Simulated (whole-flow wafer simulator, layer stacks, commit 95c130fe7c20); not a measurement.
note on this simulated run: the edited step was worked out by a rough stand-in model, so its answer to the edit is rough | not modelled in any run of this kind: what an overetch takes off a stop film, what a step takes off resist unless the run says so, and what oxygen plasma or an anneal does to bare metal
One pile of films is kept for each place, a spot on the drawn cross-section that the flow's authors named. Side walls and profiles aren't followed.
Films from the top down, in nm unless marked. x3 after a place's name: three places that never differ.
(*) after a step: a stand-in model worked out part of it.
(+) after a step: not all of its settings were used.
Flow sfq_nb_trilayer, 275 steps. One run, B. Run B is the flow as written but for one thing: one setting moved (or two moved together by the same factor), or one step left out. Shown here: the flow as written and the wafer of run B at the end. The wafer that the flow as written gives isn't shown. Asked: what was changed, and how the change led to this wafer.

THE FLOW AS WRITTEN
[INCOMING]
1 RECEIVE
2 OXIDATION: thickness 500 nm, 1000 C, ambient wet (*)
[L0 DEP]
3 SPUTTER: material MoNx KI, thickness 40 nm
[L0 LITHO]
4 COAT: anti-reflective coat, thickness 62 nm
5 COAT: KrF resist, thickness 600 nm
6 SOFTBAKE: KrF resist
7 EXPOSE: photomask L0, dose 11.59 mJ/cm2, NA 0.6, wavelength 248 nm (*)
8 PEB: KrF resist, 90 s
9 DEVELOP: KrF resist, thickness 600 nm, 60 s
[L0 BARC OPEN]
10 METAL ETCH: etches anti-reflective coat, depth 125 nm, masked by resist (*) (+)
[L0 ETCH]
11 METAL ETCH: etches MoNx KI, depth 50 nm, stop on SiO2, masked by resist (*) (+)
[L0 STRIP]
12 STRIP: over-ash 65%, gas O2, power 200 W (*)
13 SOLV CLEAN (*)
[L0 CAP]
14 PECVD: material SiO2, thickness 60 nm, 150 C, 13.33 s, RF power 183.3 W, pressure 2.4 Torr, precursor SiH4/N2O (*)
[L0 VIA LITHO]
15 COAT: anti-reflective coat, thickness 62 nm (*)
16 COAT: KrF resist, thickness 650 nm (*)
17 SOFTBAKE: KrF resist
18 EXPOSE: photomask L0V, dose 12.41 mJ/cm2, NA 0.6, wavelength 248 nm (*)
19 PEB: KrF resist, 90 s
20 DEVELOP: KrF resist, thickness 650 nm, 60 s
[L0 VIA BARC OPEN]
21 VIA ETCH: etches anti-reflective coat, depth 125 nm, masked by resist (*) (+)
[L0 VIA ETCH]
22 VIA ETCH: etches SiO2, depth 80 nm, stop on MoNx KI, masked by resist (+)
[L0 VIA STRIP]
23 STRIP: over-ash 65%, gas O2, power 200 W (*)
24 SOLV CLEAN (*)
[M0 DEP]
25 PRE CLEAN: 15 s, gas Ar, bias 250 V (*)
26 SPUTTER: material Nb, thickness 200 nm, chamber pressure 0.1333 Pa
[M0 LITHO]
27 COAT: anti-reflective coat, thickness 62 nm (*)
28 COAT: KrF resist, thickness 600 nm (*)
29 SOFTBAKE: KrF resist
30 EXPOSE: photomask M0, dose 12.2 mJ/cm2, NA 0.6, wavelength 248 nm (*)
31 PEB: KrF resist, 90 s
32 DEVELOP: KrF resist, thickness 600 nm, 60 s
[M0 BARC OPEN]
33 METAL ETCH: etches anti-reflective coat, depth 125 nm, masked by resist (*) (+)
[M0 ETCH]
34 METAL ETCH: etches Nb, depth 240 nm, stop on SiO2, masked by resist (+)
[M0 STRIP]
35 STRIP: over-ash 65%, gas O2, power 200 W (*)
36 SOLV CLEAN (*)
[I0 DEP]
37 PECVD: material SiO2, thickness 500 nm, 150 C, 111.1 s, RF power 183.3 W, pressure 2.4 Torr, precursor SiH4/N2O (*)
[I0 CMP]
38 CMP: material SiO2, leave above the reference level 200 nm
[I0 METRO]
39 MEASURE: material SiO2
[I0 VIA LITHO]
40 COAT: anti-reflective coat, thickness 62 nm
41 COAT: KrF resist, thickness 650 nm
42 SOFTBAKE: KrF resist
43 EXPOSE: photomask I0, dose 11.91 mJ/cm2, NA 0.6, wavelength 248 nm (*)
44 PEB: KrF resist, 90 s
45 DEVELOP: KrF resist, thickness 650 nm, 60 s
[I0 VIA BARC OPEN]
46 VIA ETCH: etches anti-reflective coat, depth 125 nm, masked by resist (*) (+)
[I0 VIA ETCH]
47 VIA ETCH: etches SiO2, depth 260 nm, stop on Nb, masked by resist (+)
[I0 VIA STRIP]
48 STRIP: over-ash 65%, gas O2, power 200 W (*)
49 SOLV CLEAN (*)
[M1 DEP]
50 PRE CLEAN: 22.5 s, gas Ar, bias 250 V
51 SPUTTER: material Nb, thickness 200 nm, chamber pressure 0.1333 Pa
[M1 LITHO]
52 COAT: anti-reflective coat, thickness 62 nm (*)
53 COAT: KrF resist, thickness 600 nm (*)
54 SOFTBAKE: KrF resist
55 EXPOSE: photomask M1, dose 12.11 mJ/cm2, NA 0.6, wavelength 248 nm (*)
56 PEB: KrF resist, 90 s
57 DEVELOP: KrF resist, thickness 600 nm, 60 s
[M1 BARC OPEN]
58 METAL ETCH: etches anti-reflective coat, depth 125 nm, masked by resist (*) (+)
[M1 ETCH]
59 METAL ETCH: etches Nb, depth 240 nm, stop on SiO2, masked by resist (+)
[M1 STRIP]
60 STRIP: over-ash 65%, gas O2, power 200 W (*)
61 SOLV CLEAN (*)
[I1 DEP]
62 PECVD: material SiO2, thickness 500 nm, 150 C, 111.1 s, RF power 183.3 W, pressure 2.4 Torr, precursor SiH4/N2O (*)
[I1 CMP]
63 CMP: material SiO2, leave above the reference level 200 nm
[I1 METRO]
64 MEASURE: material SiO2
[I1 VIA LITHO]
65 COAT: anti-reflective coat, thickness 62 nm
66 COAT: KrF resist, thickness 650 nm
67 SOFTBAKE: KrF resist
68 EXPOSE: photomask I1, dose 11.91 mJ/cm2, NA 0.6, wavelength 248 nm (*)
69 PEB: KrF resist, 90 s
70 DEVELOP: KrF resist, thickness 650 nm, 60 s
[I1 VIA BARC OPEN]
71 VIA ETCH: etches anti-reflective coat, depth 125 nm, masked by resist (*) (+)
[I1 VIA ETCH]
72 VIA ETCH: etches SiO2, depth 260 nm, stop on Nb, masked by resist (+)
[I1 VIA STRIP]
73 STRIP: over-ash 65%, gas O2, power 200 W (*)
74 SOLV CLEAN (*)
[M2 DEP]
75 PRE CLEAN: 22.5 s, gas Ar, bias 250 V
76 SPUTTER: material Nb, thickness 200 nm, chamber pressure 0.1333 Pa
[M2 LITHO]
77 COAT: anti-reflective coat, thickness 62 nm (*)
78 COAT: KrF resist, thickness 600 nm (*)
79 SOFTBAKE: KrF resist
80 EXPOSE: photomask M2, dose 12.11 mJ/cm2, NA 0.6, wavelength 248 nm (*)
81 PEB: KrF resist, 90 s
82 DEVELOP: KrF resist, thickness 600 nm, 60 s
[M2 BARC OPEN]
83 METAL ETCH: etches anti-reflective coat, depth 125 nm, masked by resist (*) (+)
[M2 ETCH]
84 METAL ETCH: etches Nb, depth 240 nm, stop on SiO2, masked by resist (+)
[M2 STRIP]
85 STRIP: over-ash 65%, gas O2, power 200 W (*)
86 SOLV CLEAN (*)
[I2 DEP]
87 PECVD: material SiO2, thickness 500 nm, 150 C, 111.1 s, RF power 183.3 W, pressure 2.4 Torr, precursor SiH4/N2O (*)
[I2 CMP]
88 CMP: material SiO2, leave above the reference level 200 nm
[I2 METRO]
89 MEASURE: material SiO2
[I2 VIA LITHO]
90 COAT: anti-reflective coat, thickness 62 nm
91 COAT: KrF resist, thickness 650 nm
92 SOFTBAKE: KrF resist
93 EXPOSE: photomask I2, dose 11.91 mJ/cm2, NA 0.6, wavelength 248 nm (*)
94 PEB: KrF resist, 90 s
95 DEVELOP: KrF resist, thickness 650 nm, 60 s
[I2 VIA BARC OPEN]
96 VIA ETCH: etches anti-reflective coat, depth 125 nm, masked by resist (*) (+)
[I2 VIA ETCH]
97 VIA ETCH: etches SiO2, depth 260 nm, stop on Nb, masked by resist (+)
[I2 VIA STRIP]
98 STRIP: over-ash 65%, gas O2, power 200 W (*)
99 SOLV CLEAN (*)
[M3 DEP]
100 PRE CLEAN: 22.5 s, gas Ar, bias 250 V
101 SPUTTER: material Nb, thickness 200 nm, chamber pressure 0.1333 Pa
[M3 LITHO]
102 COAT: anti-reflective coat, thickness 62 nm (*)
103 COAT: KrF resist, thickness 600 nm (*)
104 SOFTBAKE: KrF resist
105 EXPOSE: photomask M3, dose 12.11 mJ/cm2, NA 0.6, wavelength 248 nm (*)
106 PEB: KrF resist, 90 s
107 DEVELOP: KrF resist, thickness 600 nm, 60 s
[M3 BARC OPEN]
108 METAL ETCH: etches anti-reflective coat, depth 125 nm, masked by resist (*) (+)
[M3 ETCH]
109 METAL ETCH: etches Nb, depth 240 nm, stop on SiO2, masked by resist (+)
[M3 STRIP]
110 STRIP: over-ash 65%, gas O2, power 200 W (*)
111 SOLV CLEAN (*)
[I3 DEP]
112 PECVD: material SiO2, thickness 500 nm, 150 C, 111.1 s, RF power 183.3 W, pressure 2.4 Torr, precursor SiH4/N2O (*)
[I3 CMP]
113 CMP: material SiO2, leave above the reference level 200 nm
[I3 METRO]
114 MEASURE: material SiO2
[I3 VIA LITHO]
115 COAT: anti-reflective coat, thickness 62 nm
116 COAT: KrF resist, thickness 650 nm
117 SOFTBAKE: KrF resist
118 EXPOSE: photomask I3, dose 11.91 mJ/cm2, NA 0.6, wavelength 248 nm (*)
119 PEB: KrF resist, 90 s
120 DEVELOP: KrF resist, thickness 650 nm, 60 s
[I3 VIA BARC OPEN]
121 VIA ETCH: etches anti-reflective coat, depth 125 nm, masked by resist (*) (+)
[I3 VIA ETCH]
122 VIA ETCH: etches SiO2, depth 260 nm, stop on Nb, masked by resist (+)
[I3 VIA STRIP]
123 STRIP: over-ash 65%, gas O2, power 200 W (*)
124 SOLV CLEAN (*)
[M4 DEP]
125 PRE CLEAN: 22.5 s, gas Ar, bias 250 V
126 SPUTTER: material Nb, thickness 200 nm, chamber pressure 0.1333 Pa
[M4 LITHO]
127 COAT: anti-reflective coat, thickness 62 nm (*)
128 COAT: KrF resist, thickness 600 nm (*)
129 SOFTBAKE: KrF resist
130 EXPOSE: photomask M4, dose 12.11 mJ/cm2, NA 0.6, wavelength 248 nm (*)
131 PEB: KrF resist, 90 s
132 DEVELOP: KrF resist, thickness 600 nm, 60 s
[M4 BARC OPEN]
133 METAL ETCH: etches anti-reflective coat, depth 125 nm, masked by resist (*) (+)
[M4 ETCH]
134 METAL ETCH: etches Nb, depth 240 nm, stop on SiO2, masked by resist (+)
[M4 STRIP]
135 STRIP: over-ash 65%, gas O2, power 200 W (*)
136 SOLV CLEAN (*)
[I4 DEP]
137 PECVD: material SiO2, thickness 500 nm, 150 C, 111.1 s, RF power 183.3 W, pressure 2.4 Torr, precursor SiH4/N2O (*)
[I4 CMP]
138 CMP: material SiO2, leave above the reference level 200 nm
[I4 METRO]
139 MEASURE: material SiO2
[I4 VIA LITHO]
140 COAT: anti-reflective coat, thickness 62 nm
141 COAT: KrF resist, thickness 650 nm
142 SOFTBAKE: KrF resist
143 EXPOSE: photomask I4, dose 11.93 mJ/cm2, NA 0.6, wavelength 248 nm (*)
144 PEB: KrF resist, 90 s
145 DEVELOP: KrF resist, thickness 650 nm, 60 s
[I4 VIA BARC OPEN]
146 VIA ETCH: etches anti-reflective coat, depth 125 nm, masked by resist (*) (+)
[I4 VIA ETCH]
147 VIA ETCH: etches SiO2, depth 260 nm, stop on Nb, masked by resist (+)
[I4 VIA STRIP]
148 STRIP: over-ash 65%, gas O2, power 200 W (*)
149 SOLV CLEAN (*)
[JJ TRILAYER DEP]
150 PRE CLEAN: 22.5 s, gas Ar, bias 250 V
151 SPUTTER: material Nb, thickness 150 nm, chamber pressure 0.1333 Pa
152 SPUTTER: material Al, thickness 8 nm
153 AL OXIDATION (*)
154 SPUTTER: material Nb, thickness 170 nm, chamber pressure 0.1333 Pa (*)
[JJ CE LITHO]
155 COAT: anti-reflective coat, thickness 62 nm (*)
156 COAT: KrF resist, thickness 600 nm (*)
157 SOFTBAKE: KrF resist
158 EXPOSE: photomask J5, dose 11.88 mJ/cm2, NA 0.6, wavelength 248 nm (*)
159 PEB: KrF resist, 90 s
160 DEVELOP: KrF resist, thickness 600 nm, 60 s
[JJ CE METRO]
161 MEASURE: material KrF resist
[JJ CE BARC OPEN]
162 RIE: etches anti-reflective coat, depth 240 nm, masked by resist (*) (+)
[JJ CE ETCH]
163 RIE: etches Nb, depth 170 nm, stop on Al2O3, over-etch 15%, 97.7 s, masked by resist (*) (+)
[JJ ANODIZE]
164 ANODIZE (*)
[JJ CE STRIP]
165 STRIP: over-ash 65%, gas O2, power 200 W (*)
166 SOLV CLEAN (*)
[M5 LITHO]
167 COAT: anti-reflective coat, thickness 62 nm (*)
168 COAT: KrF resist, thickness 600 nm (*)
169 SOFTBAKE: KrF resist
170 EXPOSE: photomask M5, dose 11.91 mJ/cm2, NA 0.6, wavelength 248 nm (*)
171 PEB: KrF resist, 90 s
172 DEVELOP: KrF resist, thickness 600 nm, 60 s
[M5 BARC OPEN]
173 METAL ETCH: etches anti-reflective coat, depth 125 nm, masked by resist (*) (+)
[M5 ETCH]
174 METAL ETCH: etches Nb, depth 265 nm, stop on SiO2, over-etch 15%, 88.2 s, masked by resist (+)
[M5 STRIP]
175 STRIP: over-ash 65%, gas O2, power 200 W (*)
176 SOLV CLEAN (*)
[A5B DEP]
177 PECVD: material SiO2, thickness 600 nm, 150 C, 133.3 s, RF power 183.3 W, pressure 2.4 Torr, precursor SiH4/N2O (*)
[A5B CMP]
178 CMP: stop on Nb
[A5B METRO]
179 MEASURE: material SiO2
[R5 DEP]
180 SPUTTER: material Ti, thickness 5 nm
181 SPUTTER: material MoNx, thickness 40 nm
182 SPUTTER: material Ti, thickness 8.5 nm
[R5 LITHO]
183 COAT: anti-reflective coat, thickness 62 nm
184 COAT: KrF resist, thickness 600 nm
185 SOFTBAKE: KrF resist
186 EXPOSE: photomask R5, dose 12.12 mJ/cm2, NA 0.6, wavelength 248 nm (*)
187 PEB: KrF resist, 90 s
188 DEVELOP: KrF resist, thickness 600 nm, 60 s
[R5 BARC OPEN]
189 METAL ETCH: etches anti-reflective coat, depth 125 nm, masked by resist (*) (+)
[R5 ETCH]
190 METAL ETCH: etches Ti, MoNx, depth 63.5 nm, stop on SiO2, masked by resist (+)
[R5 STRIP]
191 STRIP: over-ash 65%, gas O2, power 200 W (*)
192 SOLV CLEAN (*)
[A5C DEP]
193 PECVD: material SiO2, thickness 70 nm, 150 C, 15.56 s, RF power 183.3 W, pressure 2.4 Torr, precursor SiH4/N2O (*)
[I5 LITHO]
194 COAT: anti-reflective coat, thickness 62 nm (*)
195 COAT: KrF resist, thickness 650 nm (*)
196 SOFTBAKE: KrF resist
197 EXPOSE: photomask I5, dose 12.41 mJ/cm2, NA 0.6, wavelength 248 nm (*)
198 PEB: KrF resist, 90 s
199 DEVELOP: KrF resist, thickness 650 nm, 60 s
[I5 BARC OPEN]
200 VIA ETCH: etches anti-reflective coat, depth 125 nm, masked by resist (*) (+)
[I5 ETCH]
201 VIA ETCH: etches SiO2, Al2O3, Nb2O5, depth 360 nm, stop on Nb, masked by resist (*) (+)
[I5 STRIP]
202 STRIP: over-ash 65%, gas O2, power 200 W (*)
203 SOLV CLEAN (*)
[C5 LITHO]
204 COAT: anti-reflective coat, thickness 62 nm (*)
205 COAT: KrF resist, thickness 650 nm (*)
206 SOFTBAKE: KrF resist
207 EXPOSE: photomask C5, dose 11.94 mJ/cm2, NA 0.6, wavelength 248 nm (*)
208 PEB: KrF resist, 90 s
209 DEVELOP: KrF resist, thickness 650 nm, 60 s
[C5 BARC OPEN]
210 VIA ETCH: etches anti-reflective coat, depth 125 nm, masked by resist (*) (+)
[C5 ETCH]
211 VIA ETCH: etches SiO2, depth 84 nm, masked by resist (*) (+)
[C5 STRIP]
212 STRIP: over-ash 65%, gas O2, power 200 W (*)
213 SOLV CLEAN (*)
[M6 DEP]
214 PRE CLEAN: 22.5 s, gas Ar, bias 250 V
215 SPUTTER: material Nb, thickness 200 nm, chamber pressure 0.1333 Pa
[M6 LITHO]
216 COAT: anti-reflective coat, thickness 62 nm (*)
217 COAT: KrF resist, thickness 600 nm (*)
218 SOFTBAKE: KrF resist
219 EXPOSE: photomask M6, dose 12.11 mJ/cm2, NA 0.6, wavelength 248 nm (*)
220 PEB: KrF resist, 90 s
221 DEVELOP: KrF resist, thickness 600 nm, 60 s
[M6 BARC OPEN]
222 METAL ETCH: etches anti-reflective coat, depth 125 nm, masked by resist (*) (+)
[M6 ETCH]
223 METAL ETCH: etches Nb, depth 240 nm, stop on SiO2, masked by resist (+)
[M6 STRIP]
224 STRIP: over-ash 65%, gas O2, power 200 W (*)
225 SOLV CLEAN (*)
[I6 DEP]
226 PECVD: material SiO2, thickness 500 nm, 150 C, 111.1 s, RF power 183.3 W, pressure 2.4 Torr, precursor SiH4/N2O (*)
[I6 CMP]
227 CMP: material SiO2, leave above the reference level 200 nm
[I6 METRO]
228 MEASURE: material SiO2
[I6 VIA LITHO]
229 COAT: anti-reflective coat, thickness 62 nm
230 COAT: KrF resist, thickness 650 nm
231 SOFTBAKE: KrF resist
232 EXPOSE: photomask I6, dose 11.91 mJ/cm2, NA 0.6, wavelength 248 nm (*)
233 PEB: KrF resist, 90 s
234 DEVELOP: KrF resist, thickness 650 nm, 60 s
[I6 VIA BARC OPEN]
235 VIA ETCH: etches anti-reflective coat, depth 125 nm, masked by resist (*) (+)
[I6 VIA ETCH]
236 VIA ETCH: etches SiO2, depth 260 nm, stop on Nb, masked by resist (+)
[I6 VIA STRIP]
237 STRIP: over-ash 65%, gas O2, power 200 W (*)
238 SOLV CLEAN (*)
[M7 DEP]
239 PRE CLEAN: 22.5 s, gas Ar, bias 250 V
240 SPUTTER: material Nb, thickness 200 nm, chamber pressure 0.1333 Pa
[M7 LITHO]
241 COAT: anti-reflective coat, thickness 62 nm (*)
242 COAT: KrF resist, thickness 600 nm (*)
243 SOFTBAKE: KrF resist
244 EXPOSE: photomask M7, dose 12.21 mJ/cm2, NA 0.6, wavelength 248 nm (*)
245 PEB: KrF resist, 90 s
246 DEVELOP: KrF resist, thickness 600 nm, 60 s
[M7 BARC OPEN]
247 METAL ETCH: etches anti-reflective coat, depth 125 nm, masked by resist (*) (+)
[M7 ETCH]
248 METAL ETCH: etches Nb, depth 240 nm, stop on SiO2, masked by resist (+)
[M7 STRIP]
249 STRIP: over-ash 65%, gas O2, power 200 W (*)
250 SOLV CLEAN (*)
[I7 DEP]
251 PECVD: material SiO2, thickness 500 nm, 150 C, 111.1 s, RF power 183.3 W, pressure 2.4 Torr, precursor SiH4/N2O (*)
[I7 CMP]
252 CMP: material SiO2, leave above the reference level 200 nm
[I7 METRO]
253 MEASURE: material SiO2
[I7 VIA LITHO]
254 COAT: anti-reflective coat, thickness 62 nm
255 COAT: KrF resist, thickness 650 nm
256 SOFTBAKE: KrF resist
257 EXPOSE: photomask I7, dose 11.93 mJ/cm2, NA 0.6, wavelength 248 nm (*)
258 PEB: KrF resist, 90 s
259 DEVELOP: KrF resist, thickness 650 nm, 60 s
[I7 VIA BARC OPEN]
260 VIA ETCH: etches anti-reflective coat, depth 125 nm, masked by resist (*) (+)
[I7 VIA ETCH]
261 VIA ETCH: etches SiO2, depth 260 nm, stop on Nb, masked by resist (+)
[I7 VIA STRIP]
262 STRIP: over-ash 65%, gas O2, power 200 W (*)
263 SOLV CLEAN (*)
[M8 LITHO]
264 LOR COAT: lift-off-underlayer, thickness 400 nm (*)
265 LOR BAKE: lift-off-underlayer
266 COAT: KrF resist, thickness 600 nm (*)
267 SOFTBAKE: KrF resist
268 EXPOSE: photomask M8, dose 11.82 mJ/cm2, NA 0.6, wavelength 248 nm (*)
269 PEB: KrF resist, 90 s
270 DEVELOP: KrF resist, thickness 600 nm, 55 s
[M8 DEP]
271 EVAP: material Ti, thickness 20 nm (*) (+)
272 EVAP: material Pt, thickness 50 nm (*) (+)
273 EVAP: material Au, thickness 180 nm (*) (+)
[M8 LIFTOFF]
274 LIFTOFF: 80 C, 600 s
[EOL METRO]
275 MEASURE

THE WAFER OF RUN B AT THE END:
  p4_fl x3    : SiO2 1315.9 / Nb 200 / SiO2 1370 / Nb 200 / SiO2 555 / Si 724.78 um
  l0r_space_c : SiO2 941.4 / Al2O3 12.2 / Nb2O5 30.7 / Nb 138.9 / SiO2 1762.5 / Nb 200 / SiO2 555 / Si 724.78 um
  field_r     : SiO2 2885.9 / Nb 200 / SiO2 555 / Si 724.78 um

The cause: step 154, SPUTTER: thickness 110 nm was run, where the flow has thickness 170 nm.

How the change led to this, step by step:
  154 SPUTTER: material Nb, thickness 170 nm, chamber pressure 0.1333 Pa (*)
      field_l, v_sur, via_sp and 100 more: Nb +110 (new film) (as written it would be: Nb +170 (new film))
      via_wl, via_wr: Nb +90.9 (new film) (as written it would be: Nb +140.7 (new film))
      (and at 1 more place)
  155 COAT: anti-reflective coat, thickness 62 nm (*)
      via_wl, via_wr: anti-reflective coat +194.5 (new film) (as written it would be: anti-reflective coat +209.4 (new film))
      via_w: anti-reflective coat +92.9 (new film) (as written it would be: anti-reflective coat +97.4 (new film))
  162 RIE: etches anti-reflective coat, depth 240 nm, masked by resist (*) (+)
      ce_l, c5j, ce_r, wl_jj: KrF resist -194.5 (as written it would be: KrF resist -209.4)
      via_wl, via_wr: anti-reflective coat -194.5 (all of it) (as written it would be: anti-reflective coat -209.4 (all of it))
      (and at 1 more place)
  163 RIE: etches Nb, depth 170 nm, stop on Al2O3, over-etch 15%, 97.7 s, masked by resist (*) (+)
      field_l, v_sur, via_sp and 96 more: Nb -110 (all of it), Al2O3 -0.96 (all of it) (as written it would be: Nb -170 (all of it), Al2O3 -0.51)
      via_wl, via_wr: Nb -90.9 (all of it), Al2O3 -0.96 (all of it) (as written it would be: Nb -140.7 (all of it), Al2O3 -0.96 (all of it))
      (and at 1 more place)
  164 ANODIZE (*)
      field_l, v_sur, via_sp and 96 more: Al2O3 +12.2 (new film), Nb2O5 +30.7 (new film), Al -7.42 (all of it), Nb -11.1 (as written it would be: Al2O3 +12.2, Nb2O5 +29.9 (new film), Al -7.42 (all of it), Nb -10.8)
  165 STRIP: over-ash 65%, gas O2, power 200 W (*)
      ce_l: KrF resist -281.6 (all of it), anti-reflective coat -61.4 (all of it) (as written it would be: KrF resist -266.8 (all of it), anti-reflective coat -61.4 (all of it))
      c5j: KrF resist -281.7 (all of it), anti-reflective coat -61.5 (all of it) (as written it would be: KrF resist -266.9 (all of it), anti-reflective coat -61.5 (all of it))
      (and at 2 more places)
  167 COAT: anti-reflective coat, thickness 62 nm (*)
      wl_j_sl, wl_j_sr: anti-reflective coat +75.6 (new film) (as written it would be: anti-reflective coat +83.3 (new film))
      gap: anti-reflective coat +60.7 (new film) (as written it would be: anti-reflective coat +58.9 (new film))
      (and at 8 more places)
  168 COAT: KrF resist, thickness 600 nm (*)
      ce_l: KrF resist +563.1 (new film) (as written it would be: KrF resist +528.3 (new film))
      c5j: KrF resist +545.9 (new film) (as written it would be: KrF resist +507.6 (new film))
      (and at 2 more places)
  173 METAL ETCH: etches anti-reflective coat, depth 125 nm, masked by resist (*) (+)
      wl_a_sl: anti-reflective coat -61.4 (all of it) (as written it would be: anti-reflective coat -59.7 (all of it), Al2O3 -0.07)
  174 METAL ETCH: etches Nb, depth 265 nm, stop on SiO2, over-etch 15%, 88.2 s, masked by resist (+)
      field_l, r_sur, res and 50 more: Al2O3 -12.2 (all of it), Nb2O5 -30.7 (all of it), Nb -138.9 (all of it), SiO2 -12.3 (as written it would be: Al2O3 -12.6 (all of it), Nb2O5 -29.9 (all of it), Nb -139.2 (all of it), SiO2 -12.3)
  175 STRIP: over-ash 65%, gas O2, power 200 W (*)
      wl_j_sl, wl_j_sr: KrF resist -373 (all of it), anti-reflective coat -75.6 (all of it) (as written it would be: KrF resist -378 (all of it), anti-reflective coat -83.3 (all of it))
      gap: KrF resist -376.5 (all of it), anti-reflective coat -60.7 (all of it) (as written it would be: KrF resist -383.4 (all of it), anti-reflective coat -58.9 (all of it))
      (and at 7 more places)
  178 CMP: stop on Nb
      v_sur, via_sp, via_v and 43 more: SiO2 -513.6 (as written it would be: SiO2 -453.5)
      field_l, p4_fl x3, p4_w1 x3 and 35 more: SiO2 -319.3 (as written it would be: SiO2 -259.3)
      (and at 14 more places)
  201 VIA ETCH: etches SiO2, Al2O3, Nb2O5, depth 360 nm, stop on Nb, masked by resist (*) (+)
      be: SiO2 -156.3 (all of it), Al2O3 -12.2 (all of it), Nb2O5 -30.7 (all of it) (as written it would be: SiO2 -216.4 (all of it), Al2O3 -12.7 (all of it), Nb2O5 -29.9 (all of it))
  204 COAT: anti-reflective coat, thickness 62 nm (*)
      wire: anti-reflective coat +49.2 (new film) (as written it would be: anti-reflective coat +47.4 (new film))
      be: anti-reflective coat +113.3 (new film) (as written it would be: anti-reflective coat +122.2 (new film))
      (and at 1 more place)
  205 COAT: KrF resist, thickness 650 nm (*)
      be: KrF resist +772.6 (new film) (as written it would be: KrF resist +815.3 (new film))
  212 STRIP: over-ash 65%, gas O2, power 200 W (*)
      wire: KrF resist -559.1 (all of it), anti-reflective coat -49.2 (all of it) (as written it would be: KrF resist -555.8 (all of it), anti-reflective coat -47.4 (all of it))
      be: KrF resist -685.5 (all of it), anti-reflective coat -113.3 (all of it) (as written it would be: KrF resist -728.2 (all of it), anti-reflective coat -122.2 (all of it))
      (and at 1 more place)
  ... 4 more steps ...
  226 PECVD: material SiO2, thickness 500 nm, 150 C, 111.1 s, RF power 183.3 W, pressure 2.4 Torr, precursor SiH4/N2O (*)
      be: SiO2 +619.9 (new film) (as written it would be: SiO2 +693.5 (new film))
